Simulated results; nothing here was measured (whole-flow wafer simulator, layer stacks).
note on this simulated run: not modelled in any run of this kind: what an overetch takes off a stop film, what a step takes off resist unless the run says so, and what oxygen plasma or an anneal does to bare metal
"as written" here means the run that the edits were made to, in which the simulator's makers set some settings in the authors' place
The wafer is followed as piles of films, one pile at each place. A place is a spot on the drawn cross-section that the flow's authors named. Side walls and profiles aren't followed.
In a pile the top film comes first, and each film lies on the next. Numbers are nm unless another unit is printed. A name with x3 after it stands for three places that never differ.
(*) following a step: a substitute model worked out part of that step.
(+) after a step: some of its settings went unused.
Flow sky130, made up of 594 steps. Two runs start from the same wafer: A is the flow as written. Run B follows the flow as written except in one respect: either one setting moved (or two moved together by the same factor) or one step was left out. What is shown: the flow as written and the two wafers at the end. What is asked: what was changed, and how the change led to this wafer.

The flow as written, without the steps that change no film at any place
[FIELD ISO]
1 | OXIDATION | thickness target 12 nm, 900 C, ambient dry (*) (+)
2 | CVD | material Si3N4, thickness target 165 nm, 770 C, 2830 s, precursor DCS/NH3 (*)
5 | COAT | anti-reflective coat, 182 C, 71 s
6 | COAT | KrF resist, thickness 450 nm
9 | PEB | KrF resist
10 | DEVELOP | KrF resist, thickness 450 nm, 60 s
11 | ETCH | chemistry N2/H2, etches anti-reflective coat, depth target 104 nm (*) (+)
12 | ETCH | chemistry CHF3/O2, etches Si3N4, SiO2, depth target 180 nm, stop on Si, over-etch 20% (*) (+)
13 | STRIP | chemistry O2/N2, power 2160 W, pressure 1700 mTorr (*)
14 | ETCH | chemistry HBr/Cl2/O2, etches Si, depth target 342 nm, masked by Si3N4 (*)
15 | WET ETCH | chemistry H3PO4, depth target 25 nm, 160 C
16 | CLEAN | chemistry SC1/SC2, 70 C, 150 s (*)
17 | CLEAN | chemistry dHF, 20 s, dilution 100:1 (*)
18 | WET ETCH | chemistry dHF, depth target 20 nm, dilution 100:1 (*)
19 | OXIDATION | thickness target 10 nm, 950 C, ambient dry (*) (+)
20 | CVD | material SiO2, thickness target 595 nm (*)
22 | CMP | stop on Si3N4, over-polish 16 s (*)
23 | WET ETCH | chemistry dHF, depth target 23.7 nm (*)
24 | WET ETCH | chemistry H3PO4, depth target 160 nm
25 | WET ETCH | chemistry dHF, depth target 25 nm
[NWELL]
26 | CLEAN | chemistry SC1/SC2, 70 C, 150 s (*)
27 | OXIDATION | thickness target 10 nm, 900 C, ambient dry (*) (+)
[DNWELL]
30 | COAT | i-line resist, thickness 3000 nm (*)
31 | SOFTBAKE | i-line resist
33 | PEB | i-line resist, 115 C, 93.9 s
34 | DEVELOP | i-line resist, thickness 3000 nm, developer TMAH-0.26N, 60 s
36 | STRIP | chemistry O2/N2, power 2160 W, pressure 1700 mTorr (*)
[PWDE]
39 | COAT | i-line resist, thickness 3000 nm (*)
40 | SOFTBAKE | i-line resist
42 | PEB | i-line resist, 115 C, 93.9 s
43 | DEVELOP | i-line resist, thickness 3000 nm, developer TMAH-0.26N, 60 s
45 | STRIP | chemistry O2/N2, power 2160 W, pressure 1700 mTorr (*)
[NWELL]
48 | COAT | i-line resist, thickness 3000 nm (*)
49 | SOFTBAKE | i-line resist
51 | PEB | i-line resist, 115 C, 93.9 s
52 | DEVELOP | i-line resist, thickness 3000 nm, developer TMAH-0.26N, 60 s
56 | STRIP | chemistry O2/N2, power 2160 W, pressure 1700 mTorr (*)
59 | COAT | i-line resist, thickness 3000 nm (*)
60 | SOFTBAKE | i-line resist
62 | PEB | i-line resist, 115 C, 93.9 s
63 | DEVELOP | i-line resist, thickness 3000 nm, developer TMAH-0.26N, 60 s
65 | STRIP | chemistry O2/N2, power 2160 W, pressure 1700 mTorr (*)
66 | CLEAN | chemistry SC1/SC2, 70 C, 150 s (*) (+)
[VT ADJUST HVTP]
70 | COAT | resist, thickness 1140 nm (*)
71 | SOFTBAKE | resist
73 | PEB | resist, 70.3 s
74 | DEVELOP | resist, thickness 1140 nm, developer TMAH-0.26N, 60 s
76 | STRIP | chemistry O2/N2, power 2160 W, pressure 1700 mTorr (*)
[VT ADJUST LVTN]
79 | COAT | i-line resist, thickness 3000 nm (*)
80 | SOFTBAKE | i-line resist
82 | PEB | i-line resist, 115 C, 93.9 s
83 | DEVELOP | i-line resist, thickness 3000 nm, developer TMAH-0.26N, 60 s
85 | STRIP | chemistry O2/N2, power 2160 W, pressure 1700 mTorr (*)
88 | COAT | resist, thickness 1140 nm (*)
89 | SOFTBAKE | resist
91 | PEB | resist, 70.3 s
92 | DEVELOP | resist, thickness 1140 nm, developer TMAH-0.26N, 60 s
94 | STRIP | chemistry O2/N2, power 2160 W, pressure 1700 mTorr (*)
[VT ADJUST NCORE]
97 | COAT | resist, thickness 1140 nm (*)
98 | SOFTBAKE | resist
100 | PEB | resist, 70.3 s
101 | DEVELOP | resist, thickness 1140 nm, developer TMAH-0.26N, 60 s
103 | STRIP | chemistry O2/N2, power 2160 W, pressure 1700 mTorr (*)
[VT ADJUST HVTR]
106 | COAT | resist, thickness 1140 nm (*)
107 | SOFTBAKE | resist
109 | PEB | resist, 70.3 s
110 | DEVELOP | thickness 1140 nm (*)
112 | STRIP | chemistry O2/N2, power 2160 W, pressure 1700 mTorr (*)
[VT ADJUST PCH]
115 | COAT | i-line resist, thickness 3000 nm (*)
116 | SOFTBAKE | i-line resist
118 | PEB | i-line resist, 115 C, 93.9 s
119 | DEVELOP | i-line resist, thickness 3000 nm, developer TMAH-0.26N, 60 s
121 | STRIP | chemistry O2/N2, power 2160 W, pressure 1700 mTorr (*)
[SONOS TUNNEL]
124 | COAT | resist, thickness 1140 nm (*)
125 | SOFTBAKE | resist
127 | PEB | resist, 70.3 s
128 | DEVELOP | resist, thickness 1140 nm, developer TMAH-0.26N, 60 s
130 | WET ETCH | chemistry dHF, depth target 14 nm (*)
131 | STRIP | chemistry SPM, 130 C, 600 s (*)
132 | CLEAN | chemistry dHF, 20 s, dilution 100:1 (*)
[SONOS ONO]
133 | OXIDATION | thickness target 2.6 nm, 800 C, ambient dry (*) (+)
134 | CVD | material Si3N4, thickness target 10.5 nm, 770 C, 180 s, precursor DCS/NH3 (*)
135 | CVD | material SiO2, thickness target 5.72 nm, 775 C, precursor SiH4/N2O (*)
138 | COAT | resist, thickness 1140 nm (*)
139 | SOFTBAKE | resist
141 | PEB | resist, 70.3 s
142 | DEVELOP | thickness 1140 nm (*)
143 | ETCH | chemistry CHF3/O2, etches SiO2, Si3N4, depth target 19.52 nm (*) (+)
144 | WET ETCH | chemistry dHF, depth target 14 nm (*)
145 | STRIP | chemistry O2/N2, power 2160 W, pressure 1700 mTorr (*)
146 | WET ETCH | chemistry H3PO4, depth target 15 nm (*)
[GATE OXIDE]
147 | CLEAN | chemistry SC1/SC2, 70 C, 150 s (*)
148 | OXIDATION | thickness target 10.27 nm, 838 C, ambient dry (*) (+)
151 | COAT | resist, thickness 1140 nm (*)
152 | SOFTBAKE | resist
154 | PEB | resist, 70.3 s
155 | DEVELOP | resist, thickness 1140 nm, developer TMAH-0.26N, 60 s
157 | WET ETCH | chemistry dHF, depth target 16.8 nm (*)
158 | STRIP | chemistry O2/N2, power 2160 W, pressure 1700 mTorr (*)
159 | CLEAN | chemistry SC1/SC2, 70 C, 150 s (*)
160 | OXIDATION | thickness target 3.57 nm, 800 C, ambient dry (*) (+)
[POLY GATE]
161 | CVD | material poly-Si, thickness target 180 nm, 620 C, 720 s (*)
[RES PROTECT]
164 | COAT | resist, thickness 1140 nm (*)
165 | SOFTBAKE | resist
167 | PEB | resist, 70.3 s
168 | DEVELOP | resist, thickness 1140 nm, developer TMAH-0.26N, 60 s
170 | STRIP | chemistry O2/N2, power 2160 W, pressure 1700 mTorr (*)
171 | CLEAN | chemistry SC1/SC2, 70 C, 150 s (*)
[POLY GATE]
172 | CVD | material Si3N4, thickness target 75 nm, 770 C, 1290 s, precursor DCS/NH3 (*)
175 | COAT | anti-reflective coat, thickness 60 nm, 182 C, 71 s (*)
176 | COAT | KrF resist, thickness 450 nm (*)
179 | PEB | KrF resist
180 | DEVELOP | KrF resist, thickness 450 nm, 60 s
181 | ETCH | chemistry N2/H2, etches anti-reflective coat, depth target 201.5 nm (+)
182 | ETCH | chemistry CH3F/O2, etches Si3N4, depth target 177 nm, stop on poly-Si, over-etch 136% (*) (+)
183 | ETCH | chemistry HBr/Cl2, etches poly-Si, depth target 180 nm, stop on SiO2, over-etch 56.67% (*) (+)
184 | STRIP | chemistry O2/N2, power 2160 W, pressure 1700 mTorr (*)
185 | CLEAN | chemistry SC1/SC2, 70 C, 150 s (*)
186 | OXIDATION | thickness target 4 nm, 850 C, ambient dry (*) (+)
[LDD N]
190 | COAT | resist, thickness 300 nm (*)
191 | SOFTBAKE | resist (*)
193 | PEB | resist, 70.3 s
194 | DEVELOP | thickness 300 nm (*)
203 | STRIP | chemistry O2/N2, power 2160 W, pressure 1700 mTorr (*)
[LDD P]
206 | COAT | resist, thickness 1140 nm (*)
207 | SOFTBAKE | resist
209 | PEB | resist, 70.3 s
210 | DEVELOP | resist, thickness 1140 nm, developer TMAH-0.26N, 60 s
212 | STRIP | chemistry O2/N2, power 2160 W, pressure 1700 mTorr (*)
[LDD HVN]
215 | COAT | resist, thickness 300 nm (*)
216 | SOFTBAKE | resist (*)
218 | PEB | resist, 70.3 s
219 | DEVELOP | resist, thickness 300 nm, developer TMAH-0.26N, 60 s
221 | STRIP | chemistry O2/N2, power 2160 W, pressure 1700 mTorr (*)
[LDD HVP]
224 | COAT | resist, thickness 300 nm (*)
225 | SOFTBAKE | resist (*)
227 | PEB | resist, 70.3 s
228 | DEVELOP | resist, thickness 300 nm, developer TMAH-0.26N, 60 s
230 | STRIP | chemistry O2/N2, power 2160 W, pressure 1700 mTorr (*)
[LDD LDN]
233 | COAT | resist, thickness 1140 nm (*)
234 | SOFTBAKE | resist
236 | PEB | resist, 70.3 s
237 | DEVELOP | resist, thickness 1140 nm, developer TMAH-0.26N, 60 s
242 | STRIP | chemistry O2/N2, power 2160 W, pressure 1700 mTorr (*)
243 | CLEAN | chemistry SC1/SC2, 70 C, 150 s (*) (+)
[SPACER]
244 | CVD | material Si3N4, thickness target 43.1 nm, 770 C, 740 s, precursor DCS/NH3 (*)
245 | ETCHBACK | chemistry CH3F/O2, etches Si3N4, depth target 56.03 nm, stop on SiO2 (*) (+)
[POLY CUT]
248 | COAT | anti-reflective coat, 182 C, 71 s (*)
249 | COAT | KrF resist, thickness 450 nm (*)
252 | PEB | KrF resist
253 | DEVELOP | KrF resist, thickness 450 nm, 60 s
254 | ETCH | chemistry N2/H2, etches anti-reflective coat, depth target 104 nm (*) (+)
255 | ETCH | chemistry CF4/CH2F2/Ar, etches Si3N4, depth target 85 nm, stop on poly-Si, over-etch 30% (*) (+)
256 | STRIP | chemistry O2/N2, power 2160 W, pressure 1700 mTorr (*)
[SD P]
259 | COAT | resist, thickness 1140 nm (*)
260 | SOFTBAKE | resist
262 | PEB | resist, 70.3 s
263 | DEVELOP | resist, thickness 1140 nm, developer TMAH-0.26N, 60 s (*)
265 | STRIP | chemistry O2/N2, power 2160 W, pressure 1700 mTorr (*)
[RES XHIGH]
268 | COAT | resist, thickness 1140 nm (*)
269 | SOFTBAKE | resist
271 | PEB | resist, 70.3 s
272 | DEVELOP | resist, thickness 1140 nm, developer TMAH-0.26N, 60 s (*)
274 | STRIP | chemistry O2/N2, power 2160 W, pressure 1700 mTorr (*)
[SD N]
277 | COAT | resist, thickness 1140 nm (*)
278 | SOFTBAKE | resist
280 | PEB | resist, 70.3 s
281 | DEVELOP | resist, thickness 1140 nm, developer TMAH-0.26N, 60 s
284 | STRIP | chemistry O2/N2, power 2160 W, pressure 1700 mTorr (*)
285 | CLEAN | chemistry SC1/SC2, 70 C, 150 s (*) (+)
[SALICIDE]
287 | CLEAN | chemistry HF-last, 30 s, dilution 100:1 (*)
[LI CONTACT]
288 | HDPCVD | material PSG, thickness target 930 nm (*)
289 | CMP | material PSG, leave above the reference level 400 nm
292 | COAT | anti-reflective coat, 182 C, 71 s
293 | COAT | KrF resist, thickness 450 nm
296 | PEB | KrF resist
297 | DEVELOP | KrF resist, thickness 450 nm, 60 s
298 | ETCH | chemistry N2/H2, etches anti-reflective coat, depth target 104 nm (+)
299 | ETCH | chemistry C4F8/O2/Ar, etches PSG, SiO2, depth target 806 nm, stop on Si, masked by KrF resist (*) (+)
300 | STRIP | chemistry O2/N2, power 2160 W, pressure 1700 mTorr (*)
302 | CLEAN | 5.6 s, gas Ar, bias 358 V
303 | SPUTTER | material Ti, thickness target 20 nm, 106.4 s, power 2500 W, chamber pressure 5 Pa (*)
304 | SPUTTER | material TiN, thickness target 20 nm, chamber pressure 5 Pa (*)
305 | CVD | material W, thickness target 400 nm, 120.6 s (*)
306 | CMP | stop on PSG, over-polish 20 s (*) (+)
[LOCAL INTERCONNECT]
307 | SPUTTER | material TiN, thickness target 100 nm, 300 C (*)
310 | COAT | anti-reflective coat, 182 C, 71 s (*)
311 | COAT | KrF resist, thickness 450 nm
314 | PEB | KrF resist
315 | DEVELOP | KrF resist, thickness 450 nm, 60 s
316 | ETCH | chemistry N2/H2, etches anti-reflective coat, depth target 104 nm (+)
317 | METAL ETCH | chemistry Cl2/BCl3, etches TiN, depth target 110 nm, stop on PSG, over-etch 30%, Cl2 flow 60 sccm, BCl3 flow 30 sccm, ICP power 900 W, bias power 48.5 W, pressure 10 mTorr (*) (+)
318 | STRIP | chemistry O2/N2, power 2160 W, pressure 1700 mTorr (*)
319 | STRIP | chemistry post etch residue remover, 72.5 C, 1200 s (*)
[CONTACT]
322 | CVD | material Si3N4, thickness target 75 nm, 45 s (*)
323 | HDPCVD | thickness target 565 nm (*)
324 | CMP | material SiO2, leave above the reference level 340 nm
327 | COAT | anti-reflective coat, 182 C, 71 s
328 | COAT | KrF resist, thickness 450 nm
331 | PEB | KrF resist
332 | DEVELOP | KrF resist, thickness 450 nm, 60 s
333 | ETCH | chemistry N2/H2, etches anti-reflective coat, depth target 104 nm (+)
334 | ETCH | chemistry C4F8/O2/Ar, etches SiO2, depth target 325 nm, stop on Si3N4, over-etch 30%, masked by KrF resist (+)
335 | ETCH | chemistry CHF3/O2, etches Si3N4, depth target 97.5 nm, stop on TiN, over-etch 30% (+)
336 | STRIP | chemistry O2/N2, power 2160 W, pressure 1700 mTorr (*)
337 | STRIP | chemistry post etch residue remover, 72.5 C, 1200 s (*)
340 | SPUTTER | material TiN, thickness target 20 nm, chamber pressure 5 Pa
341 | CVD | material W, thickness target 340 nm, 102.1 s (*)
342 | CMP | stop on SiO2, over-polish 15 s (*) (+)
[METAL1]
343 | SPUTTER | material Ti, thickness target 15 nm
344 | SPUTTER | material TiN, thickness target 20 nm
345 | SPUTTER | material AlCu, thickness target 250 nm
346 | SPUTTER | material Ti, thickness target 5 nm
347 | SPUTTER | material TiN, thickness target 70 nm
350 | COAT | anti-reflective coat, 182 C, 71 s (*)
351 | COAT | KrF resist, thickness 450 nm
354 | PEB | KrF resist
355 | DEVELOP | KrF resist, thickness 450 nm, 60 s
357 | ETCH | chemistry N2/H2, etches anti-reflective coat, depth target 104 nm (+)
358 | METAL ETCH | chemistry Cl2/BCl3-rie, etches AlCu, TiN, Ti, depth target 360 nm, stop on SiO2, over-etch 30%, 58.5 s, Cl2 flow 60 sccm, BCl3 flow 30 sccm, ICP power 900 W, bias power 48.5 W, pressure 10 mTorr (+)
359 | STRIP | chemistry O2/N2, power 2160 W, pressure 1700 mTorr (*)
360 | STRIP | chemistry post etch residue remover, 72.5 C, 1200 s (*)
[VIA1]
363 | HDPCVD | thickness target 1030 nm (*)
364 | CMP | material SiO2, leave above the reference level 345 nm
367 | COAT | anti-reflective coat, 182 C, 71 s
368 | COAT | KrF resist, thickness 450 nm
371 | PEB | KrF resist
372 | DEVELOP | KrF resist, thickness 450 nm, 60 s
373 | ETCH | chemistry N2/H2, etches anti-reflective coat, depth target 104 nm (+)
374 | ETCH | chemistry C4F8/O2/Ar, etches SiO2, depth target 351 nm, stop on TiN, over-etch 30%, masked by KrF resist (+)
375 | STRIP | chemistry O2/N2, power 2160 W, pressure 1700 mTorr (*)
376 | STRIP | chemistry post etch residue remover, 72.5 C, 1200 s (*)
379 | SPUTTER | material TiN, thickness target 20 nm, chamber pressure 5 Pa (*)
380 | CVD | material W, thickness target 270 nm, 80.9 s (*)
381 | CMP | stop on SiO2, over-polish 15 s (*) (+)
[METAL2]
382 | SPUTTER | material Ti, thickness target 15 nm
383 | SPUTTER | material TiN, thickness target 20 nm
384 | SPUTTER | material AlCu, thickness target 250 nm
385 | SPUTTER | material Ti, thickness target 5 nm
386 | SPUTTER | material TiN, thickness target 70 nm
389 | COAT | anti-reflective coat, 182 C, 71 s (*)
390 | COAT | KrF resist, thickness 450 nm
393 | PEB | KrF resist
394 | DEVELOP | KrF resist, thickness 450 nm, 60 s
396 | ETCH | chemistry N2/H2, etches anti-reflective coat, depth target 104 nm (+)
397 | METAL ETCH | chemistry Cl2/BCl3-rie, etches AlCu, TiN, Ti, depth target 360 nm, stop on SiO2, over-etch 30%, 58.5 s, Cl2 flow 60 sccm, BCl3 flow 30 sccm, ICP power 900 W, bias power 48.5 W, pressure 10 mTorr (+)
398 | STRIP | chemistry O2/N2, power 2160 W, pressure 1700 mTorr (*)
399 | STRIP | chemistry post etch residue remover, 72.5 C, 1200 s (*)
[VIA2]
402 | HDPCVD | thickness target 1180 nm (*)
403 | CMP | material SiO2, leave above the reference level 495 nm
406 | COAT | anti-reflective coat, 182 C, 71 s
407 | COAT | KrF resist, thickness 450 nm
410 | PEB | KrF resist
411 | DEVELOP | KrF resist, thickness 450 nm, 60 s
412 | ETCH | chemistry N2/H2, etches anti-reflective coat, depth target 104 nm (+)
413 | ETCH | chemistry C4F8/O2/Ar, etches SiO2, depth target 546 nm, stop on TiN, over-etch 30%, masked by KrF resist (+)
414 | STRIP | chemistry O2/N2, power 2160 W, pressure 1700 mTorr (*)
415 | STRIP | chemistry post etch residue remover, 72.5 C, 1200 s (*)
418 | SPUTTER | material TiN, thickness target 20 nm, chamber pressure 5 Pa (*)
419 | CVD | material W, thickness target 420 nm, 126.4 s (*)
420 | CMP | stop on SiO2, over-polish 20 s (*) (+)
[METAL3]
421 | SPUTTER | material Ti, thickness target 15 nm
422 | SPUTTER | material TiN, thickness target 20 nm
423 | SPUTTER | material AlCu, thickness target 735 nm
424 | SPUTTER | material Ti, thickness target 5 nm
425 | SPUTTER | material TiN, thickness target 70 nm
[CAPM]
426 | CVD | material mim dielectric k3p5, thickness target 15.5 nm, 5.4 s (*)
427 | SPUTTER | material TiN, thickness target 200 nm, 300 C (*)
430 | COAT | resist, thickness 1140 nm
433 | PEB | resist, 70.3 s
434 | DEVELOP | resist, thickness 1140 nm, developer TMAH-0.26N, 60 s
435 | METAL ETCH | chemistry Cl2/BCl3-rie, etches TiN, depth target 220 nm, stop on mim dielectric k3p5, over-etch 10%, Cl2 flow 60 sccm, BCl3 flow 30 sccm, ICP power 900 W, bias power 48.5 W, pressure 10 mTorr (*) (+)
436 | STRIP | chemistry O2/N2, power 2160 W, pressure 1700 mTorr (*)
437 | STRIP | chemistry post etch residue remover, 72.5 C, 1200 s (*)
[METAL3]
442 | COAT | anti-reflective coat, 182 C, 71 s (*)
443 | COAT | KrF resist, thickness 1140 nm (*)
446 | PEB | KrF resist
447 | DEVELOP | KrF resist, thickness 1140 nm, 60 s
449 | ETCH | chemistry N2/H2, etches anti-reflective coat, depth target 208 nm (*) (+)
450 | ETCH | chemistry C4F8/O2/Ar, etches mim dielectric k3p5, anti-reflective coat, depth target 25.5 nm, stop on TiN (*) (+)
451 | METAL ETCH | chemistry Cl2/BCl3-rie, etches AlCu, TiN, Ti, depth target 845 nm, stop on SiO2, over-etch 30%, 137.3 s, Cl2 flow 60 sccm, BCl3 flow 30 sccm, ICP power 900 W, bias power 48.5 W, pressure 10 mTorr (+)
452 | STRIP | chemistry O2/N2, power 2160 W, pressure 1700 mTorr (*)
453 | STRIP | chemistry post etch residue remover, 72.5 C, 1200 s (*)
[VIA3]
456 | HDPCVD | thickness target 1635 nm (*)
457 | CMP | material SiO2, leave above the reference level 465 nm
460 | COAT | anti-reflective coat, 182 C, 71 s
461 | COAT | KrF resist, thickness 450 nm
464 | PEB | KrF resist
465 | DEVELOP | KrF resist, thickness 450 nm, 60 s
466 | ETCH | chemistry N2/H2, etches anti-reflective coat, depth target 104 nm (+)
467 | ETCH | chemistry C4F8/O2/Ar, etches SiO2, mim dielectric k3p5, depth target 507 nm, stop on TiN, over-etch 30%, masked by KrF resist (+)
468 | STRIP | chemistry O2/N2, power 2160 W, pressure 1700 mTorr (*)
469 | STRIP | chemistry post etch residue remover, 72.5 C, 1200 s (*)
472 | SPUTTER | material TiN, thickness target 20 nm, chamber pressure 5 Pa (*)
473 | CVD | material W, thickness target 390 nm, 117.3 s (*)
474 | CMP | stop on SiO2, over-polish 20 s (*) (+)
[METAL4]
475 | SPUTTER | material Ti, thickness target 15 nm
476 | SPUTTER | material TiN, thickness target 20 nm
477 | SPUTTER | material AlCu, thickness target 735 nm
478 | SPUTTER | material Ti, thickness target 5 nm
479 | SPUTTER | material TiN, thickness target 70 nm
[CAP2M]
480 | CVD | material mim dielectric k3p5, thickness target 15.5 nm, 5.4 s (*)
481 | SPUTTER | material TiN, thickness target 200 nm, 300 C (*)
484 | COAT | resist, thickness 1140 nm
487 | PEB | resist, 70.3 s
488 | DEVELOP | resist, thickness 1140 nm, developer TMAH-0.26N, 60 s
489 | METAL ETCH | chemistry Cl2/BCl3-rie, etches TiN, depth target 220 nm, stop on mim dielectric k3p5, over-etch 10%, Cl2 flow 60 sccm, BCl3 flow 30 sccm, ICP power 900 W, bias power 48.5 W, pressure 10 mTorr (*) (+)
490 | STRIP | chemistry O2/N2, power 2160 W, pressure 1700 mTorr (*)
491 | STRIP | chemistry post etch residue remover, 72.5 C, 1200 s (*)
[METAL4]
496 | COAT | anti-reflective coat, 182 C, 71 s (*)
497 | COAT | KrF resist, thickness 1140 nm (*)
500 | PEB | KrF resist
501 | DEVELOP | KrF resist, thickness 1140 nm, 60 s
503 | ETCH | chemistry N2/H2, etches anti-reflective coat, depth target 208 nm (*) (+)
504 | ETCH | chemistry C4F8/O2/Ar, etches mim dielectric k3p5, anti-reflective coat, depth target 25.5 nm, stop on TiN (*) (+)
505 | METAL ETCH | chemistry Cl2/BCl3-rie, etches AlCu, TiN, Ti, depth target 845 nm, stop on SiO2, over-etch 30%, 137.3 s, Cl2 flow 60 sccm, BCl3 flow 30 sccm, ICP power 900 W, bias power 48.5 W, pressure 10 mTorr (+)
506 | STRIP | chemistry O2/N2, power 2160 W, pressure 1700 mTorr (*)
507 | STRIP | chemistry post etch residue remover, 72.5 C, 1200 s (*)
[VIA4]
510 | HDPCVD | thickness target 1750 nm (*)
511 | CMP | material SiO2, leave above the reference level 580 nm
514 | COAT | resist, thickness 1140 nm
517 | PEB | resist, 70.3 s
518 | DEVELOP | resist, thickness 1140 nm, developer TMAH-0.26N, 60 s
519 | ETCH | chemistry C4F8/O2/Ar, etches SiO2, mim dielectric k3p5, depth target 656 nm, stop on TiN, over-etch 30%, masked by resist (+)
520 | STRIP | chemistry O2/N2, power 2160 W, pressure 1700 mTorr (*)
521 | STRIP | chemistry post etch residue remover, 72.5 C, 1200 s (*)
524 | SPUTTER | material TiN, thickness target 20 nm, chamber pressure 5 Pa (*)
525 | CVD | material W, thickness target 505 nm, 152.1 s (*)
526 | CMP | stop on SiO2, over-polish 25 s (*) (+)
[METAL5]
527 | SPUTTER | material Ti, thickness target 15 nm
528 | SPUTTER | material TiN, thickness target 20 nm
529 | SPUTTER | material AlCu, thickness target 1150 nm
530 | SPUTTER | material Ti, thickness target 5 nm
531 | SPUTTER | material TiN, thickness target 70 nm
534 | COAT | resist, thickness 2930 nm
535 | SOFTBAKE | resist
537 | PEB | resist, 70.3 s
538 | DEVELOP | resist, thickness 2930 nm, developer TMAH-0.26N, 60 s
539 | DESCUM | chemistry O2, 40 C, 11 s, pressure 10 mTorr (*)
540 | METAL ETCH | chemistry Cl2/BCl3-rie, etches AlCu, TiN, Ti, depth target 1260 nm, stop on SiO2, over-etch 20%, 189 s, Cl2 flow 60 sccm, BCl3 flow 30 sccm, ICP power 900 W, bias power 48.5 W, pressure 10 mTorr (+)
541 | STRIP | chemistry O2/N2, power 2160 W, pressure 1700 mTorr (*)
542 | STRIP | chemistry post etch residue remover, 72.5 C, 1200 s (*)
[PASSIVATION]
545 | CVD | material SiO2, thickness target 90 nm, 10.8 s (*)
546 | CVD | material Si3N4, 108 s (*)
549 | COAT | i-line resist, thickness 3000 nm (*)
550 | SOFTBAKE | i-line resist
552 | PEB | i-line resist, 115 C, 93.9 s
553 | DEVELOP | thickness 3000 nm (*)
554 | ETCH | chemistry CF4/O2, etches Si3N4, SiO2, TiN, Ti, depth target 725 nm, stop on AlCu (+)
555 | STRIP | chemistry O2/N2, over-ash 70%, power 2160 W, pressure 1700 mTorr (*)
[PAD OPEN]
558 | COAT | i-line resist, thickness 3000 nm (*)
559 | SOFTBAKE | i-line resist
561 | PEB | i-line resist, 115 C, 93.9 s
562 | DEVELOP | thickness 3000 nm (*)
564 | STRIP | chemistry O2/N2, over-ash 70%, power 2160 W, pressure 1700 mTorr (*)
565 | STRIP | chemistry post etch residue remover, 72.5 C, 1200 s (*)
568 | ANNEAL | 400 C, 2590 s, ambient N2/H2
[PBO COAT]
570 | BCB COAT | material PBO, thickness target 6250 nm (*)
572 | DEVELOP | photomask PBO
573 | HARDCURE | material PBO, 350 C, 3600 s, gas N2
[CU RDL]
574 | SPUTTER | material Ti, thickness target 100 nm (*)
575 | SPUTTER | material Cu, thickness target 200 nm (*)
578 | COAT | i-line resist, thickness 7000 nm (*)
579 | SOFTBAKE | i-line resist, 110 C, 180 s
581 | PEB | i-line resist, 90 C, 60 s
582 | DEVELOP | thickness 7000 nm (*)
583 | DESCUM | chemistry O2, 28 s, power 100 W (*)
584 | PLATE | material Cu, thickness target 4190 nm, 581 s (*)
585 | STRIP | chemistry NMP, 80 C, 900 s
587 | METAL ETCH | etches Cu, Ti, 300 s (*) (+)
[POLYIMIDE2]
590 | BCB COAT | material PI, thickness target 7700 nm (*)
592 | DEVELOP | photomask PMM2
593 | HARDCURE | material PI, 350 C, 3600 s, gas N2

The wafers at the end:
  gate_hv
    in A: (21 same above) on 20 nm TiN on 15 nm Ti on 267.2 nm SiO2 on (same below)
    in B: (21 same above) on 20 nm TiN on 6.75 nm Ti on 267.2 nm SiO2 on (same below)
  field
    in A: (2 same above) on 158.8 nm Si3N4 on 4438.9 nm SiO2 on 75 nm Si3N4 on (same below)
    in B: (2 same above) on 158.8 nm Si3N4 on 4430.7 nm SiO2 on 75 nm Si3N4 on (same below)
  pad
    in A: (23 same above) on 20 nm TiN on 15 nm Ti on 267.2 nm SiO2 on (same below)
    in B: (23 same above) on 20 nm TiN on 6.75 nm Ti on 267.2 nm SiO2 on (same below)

What caused this: step 382, SPUTTER: thickness target 6.75 nm was run, though the flow has thickness target 15 nm.
One can read it off the wafer: gate_hv has Ti 6.75, and step 382 as written asks for 15 nm.

The path from the change to this, step by step:
  382 | SPUTTER | material Ti, thickness target 15 nm
      field, active, n_well and 188 more: A Ti gains 15 (new film) | B Ti gains 6.75 (new film)
  397 | METAL ETCH | chemistry Cl2/BCl3-rie, etches AlCu, TiN, Ti, depth target 360 nm, stop on SiO2, over-etch 30%, 58.5 s, Cl2 flow 60 sccm, BCl3 flow 30 sccm, ICP power 900 W, bias power 48.5 W, pressure 10 mTorr (+)
      field, active, gate and 82 more: A TiN loses 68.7 (all of it), Ti loses 5 (all of it), AlCu loses 250 (all of it), TiN loses 20 (all of it), Ti loses 15 (all of it), SiO2 loses 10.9 | B TiN loses 68.7 (all of it), Ti loses 5 (all of it), AlCu loses 250 (all of it), TiN loses 20 (all of it), Ti loses 6.75 (all of it), SiO2 loses 11.8
